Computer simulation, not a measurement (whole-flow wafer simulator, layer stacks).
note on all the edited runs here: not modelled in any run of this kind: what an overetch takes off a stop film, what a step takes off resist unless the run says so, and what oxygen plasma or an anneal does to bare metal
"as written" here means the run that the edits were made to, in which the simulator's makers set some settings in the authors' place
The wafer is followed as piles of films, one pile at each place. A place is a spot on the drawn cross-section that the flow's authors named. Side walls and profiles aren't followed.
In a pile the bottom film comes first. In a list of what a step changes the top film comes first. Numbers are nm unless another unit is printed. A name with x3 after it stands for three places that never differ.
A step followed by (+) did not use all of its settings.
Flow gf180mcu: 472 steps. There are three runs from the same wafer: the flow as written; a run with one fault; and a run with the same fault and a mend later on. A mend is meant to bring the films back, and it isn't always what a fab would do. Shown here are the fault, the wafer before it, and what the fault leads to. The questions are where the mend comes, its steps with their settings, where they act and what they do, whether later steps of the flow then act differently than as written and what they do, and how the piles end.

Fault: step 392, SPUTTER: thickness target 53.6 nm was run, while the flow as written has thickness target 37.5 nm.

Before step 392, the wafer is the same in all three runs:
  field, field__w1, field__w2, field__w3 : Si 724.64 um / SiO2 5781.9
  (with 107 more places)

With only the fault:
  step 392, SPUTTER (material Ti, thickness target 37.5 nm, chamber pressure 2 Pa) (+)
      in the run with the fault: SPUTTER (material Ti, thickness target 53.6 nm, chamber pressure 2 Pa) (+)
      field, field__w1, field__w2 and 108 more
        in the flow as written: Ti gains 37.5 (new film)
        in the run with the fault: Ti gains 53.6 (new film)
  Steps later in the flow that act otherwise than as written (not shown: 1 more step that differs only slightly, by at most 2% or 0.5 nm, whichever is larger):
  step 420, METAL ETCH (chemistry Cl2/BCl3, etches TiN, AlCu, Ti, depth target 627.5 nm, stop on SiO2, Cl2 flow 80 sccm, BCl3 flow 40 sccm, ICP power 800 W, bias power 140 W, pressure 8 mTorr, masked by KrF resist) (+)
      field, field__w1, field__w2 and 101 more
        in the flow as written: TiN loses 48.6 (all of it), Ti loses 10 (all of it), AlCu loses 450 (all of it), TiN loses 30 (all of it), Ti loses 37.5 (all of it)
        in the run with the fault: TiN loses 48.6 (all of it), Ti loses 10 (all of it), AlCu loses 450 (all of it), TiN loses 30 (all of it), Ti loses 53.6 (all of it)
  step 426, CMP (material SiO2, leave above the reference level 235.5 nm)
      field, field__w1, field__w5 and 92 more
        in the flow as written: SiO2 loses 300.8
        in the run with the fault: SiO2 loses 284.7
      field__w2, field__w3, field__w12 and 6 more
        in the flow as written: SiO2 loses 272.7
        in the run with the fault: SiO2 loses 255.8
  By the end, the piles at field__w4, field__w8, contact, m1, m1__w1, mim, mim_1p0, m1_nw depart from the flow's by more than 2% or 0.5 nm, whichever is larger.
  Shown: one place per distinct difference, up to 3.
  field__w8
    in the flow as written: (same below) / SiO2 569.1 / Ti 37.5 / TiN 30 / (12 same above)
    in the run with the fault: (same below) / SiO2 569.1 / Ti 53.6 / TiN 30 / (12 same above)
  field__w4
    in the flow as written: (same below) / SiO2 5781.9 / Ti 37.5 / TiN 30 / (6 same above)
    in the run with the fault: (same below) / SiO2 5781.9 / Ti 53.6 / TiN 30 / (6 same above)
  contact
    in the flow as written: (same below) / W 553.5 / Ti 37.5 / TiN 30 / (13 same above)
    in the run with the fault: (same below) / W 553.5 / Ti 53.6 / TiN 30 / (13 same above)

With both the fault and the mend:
  The mend follows step 392.
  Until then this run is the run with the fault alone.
  step 392a, METAL ETCH (chemistry Cl2/BCl3, etches TiN, AlCu, Ti, depth target 16.1 nm, Cl2 flow 80 sccm, BCl3 flow 40 sccm, ICP power 800 W, bias power 140 W, pressure 8 mTorr) (a further turn of the flow's step 260, with different settings)
      field, field__w1, field__w2 and 108 more
        Ti loses 16.1
  Later steps of the flow that are run all act as written at every place that is followed.
  The piles end the same as the flow's at every place that both follow.
